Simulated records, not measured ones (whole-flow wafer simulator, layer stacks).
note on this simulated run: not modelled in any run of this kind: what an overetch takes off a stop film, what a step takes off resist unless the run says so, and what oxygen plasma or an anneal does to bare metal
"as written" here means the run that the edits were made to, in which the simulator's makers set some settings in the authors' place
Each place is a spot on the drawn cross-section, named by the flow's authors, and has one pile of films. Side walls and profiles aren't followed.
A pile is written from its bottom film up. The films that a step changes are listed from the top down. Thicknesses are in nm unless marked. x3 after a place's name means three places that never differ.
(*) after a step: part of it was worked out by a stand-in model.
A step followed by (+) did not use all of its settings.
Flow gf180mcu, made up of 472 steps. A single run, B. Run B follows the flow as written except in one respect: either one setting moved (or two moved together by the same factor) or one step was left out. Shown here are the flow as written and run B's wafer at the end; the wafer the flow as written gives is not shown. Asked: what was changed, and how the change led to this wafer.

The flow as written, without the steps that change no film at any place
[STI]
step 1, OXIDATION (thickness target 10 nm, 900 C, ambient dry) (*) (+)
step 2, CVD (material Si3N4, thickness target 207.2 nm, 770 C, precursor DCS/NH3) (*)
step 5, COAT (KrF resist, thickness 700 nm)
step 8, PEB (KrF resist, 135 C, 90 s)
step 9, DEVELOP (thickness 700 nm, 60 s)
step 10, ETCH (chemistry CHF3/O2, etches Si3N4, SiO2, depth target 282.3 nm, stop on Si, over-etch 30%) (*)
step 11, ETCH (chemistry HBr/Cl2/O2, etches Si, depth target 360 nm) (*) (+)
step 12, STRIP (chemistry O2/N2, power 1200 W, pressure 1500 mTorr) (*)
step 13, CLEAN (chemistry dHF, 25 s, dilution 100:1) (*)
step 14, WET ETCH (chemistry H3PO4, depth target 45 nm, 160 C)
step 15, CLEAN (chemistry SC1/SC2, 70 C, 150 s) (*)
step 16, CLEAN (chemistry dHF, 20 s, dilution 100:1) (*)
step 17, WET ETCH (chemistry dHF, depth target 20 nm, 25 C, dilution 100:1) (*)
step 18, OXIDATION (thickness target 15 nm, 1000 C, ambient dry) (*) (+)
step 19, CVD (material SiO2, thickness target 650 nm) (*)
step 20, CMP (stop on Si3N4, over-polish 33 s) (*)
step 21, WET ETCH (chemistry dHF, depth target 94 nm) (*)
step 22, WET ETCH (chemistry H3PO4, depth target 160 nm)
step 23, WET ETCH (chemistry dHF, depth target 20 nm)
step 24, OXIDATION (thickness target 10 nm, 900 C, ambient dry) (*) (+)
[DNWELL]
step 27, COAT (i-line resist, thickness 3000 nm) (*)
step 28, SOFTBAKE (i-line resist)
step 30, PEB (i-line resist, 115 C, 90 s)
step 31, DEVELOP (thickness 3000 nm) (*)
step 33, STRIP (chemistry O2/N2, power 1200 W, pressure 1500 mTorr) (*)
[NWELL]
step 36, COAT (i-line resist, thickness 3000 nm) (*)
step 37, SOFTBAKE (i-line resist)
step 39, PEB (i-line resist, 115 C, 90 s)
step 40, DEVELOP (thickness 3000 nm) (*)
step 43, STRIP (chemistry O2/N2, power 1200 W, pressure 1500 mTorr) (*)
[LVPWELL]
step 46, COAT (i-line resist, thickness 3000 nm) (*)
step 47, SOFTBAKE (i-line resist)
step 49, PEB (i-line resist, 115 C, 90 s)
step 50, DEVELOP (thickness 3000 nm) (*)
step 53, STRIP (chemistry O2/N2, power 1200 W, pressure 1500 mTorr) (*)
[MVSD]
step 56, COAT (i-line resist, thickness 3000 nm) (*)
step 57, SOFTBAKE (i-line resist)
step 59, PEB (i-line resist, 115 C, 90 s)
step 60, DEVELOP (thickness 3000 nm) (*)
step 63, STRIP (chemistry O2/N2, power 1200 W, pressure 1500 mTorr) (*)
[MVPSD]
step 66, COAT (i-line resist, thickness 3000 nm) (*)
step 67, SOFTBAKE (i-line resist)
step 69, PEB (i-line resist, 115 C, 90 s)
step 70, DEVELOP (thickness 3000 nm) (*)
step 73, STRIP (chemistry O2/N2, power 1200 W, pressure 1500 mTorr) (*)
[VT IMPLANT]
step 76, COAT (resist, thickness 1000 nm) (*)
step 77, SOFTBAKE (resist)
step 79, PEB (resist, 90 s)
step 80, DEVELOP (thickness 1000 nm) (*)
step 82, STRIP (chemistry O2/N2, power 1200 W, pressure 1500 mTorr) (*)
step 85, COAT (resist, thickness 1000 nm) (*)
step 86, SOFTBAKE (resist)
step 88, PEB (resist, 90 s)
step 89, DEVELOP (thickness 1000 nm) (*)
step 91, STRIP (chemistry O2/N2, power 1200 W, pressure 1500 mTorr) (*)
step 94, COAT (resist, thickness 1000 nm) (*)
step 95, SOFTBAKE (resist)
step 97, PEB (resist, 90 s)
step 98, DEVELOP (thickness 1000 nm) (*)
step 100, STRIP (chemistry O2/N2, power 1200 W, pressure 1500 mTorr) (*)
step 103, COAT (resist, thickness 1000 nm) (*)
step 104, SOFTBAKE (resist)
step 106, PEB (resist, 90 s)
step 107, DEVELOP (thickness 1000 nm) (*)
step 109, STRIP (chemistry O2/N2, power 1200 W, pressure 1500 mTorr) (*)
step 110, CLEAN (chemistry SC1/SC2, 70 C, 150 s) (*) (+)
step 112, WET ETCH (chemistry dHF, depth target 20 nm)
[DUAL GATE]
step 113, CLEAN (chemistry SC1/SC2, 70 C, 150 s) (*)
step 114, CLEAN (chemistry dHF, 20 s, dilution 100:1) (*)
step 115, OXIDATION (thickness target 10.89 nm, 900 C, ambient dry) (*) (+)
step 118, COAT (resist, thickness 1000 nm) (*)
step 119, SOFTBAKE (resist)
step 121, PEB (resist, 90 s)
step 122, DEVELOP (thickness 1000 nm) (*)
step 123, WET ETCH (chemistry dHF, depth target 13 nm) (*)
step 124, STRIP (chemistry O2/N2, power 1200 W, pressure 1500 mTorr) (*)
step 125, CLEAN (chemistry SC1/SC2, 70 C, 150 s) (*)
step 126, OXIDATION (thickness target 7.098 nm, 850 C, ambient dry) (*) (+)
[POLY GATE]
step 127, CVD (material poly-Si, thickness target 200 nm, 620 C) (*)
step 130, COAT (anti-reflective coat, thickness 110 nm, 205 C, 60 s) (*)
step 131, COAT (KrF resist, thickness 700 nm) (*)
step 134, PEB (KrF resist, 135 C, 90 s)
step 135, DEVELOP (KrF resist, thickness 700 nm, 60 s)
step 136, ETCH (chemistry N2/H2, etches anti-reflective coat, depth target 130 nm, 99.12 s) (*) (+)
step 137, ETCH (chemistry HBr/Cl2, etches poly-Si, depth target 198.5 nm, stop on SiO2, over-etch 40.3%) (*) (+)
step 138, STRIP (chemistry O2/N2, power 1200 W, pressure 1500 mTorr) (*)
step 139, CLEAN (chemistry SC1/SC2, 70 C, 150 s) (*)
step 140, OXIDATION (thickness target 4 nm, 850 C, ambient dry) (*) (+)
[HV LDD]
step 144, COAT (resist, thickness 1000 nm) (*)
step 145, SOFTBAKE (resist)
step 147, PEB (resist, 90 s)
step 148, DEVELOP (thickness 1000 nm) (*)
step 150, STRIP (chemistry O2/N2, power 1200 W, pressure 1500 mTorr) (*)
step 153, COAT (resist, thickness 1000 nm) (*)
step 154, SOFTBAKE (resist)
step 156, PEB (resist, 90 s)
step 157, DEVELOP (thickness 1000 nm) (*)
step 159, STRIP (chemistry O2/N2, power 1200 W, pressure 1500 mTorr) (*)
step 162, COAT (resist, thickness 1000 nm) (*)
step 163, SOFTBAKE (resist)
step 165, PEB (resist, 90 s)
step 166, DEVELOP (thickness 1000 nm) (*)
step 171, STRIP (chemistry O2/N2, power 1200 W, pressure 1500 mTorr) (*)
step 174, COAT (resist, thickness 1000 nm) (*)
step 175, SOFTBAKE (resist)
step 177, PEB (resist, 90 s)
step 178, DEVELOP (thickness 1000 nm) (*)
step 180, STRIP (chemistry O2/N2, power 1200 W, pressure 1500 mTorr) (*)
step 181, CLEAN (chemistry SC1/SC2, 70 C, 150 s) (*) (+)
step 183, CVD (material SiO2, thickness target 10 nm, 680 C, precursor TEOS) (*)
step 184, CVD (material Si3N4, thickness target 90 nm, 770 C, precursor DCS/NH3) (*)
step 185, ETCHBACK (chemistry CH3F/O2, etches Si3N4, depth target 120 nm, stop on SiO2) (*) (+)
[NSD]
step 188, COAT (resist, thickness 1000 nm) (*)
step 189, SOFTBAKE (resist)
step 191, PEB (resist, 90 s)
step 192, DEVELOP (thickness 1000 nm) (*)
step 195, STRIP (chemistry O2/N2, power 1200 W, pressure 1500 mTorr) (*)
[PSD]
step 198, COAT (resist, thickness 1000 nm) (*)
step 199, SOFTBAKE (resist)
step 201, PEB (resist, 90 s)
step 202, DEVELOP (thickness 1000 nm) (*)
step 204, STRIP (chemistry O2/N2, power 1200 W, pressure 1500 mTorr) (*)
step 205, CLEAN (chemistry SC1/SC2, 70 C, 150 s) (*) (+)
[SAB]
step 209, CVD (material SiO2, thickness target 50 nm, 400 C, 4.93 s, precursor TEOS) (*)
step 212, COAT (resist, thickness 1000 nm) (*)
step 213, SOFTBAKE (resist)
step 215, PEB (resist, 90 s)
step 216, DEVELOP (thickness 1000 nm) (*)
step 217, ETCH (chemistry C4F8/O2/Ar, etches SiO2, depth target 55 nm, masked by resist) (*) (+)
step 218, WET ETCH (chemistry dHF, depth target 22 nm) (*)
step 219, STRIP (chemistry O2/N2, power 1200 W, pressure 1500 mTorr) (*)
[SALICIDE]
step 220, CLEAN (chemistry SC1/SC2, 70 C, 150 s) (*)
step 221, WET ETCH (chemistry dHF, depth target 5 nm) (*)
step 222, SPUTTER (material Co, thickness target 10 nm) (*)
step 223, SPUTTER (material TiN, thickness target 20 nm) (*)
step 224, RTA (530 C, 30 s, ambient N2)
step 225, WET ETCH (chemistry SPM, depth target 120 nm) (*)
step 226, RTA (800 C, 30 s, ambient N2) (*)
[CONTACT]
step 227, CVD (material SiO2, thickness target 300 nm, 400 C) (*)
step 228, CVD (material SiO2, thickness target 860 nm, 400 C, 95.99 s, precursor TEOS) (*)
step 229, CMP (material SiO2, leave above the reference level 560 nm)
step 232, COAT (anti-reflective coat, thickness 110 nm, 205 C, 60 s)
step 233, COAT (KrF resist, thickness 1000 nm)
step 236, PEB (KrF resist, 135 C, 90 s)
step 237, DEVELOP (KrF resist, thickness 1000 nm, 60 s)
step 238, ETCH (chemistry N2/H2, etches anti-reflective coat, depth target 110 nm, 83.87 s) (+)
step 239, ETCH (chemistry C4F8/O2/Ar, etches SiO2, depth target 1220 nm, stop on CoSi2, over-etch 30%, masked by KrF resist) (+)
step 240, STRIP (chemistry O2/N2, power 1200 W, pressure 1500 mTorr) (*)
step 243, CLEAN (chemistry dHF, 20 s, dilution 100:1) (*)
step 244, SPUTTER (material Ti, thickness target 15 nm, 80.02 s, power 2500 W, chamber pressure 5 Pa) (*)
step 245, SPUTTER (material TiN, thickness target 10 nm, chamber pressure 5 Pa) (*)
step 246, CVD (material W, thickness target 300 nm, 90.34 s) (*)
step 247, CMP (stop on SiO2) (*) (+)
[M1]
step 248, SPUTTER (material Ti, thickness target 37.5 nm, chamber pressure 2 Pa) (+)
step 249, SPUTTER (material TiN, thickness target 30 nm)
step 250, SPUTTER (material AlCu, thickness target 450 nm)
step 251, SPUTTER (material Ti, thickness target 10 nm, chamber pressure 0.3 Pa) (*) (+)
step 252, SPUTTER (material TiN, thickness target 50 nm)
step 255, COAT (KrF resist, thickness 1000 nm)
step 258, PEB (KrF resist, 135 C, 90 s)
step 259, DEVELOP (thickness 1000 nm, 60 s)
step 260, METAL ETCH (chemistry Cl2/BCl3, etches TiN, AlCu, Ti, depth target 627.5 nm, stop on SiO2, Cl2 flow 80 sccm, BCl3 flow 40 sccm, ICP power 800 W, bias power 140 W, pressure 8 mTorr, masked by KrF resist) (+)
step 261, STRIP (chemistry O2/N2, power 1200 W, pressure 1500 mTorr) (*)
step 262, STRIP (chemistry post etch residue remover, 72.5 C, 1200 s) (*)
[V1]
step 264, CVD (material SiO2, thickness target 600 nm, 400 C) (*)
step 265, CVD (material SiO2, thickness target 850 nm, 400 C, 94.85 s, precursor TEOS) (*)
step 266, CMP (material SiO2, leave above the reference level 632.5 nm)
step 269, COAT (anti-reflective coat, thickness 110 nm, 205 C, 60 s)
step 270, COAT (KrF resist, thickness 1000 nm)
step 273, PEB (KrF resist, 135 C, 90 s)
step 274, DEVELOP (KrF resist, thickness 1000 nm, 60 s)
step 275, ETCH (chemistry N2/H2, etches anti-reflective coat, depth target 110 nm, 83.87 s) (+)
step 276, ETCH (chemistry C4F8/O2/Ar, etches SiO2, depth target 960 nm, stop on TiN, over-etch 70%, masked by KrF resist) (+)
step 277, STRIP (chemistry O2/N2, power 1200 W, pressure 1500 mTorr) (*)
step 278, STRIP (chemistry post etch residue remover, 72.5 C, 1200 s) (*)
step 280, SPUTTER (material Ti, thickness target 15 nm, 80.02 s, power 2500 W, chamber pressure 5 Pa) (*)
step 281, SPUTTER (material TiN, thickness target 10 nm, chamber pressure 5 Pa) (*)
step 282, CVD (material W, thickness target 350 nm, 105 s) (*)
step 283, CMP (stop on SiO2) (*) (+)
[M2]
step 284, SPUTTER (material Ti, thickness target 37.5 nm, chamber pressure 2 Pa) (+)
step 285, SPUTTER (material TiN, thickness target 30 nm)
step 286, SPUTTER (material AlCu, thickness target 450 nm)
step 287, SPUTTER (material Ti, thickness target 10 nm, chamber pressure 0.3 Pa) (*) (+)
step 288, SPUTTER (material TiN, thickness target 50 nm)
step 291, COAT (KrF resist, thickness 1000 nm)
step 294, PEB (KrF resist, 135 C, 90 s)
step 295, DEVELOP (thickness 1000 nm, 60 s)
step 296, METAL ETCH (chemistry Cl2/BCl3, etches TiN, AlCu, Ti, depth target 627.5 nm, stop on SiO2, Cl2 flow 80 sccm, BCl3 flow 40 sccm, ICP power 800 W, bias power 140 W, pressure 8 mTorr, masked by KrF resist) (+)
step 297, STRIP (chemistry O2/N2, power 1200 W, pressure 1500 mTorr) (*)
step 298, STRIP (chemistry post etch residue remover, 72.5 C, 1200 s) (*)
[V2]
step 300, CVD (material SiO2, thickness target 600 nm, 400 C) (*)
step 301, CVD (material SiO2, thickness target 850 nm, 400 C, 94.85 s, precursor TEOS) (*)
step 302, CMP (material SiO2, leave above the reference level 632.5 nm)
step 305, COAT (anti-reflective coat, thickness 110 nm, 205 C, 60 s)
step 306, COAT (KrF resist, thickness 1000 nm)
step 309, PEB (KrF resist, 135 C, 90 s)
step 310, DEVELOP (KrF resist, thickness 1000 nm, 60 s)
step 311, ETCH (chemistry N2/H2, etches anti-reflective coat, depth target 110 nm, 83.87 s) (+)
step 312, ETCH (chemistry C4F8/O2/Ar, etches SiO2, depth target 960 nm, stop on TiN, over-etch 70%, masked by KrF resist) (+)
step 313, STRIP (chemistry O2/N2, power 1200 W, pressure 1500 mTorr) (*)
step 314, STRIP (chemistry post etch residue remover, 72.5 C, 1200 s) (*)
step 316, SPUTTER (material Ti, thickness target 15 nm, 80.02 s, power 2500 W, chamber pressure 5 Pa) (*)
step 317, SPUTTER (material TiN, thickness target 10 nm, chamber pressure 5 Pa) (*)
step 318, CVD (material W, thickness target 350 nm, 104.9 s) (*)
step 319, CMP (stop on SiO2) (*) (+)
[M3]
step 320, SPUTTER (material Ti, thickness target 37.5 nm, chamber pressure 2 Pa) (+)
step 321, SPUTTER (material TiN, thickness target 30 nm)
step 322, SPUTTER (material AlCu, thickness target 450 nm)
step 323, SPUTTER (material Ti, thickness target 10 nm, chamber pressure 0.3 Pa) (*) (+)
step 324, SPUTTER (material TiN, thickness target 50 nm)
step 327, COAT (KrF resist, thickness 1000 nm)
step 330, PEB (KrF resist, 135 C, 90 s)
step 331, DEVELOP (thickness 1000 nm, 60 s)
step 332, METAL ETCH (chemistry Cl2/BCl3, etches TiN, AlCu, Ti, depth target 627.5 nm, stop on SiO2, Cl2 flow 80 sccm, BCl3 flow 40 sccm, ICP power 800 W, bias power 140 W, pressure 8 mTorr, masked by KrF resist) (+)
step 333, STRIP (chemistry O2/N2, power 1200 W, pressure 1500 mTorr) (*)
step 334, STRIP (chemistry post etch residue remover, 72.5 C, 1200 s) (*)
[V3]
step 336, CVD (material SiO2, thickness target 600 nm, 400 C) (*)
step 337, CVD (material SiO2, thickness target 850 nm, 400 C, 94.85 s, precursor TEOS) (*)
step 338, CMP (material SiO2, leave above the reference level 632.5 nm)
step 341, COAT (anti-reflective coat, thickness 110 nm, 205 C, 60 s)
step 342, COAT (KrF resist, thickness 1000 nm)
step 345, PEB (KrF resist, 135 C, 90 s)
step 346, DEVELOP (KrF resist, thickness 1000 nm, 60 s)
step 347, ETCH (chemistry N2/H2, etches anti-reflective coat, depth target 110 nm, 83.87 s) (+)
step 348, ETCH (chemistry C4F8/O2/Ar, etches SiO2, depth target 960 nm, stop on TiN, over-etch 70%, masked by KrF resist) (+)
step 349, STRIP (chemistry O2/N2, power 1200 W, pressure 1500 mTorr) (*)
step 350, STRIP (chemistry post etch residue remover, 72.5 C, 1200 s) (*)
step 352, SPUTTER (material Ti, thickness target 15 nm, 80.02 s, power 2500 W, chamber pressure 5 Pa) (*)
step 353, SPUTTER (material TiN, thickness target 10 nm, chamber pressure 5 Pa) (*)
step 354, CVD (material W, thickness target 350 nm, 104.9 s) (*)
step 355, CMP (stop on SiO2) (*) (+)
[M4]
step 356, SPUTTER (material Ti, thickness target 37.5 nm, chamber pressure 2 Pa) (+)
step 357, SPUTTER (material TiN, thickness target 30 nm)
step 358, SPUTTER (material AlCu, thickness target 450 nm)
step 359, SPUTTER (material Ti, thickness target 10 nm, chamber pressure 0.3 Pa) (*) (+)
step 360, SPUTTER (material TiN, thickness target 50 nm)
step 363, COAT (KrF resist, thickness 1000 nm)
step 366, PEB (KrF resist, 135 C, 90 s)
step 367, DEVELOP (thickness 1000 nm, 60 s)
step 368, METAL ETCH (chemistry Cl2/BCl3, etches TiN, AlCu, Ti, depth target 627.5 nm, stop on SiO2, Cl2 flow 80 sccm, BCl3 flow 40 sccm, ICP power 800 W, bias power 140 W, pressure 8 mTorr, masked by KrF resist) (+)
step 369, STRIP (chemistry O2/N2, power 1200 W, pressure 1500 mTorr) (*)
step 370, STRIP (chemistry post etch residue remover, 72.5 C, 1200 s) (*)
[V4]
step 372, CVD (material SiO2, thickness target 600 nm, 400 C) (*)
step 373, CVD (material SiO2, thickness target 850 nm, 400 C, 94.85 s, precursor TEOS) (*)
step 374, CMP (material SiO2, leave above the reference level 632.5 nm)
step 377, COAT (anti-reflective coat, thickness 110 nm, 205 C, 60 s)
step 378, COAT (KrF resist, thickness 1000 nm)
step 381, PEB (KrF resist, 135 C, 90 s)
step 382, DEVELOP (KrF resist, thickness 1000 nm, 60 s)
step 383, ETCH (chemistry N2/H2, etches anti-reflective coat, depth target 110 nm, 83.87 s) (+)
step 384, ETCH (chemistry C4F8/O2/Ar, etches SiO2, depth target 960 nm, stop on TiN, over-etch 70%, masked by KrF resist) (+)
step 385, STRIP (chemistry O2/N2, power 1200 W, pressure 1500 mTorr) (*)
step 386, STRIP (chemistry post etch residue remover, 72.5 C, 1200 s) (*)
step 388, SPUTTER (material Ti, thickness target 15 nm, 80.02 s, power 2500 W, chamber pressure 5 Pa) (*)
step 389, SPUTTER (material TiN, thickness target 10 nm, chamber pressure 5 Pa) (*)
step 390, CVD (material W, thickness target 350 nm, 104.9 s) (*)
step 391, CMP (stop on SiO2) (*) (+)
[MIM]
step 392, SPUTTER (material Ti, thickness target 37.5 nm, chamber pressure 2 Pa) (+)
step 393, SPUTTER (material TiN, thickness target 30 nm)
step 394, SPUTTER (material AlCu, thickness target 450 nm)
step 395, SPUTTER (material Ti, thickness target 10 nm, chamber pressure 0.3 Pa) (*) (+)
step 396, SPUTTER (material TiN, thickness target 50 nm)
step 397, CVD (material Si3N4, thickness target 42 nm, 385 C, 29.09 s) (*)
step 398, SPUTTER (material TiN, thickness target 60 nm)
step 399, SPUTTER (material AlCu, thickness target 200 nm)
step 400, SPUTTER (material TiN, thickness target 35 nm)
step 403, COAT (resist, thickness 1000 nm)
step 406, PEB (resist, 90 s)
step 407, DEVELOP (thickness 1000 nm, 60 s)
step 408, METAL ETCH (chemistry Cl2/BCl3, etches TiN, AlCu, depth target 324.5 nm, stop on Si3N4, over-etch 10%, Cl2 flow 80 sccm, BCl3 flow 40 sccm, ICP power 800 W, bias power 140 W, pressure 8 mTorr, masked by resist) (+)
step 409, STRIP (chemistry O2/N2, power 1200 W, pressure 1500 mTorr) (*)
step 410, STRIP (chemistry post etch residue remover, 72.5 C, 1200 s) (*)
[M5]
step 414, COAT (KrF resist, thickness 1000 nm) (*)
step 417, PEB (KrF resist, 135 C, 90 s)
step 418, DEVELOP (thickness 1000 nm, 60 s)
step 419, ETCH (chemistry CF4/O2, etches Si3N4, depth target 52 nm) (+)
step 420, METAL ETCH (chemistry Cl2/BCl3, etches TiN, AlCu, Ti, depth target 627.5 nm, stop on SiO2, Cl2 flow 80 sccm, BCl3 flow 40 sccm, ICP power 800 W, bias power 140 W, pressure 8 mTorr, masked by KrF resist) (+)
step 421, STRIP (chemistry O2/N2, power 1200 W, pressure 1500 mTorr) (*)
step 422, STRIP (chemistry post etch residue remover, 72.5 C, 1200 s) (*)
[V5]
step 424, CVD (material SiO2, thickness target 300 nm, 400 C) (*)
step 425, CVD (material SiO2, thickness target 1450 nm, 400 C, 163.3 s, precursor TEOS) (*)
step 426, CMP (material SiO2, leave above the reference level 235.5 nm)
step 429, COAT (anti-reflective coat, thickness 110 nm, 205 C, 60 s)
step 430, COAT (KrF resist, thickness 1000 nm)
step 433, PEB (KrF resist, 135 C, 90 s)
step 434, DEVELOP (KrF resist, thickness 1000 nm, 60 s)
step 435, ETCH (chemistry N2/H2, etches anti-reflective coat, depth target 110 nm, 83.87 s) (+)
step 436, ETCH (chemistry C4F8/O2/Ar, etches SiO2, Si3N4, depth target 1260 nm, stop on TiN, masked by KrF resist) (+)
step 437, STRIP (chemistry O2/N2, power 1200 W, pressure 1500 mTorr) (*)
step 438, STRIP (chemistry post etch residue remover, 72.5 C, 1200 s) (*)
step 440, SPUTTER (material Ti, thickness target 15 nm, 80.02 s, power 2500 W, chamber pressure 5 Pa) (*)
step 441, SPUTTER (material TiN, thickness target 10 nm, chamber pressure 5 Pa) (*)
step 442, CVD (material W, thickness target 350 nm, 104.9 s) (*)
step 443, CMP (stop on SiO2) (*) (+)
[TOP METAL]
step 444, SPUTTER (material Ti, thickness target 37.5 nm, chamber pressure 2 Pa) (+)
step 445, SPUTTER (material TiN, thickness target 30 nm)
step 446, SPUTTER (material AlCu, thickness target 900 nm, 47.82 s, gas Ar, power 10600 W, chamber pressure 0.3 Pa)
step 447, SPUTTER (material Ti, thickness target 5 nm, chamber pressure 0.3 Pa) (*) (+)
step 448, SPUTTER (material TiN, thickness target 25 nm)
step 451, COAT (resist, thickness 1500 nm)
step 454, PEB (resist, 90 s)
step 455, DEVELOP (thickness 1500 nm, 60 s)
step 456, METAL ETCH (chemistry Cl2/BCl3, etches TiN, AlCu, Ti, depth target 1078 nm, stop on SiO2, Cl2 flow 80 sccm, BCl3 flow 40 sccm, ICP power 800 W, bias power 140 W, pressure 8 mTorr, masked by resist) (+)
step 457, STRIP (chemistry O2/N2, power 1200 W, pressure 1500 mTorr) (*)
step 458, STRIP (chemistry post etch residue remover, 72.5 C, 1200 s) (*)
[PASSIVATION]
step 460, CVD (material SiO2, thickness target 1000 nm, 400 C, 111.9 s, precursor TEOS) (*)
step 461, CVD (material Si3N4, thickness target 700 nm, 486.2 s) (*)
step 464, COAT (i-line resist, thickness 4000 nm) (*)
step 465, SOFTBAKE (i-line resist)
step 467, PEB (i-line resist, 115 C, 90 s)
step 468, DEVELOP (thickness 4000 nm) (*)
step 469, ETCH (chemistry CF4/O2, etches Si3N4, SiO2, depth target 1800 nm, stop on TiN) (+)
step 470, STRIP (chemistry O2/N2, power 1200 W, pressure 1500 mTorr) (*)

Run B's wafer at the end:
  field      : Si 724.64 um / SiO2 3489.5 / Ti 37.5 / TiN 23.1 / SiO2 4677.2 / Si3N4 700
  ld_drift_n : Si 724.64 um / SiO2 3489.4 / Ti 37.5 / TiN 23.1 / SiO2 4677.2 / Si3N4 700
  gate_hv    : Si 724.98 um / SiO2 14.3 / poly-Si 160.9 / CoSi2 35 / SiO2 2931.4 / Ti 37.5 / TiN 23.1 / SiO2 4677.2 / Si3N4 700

What caused this: step 332, METAL ETCH: depth target 516.5 nm was run, though the flow has depth target 627.5 nm.

Step by step, how the change led to this:
  step 332, METAL ETCH (chemistry Cl2/BCl3, etches TiN, AlCu, Ti, depth target 627.5 nm, stop on SiO2, Cl2 flow 80 sccm, BCl3 flow 40 sccm, ICP power 800 W, bias power 140 W, pressure 8 mTorr, masked by KrF resist) (+)
      field, field__w1, field__w2 and 103 more: -50 TiN (all of it), -10 Ti (all of it), -450 AlCu (all of it), -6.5 TiN (as written it would have been: -50 TiN (all of it), -10 Ti (all of it), -450 AlCu (all of it), -30 TiN (all of it), -37.5 Ti (all of it))
      field__w8, contact, m1, m1__w1, m1_nw: -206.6 KrF resist (as written it would have been: -251 KrF resist)
  step 333, STRIP (chemistry O2/N2, power 1200 W, pressure 1500 mTorr) (*)
      field__w8, contact, m1, m1__w1, m1_nw: -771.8 KrF resist (all of it) (as written it would have been: -727.4 KrF resist (all of it))
  step 336, CVD (material SiO2, thickness target 600 nm, 400 C) (*)
      field, field__w1, field__w2 and 103 more: +600 SiO2 (new film) (as written it would have been: +600 SiO2)
  step 338, CMP (material SiO2, leave above the reference level 632.5 nm)
      field, field__w1, field__w2 and 103 more: -360.6 SiO2 (as written it would have been: -300 SiO2)
With metal films that touch counted as one body, field has 1 body; the flow as written gives 0 bodies.
With metal films that touch counted as one body, ld_drift_n has 1 body; the flow as written gives 0 bodies.
With metal films that touch counted as one body, gate_hv has 2 bodies (between them, from the top down: SiO2 2931.4); the flow as written gives 1 body.
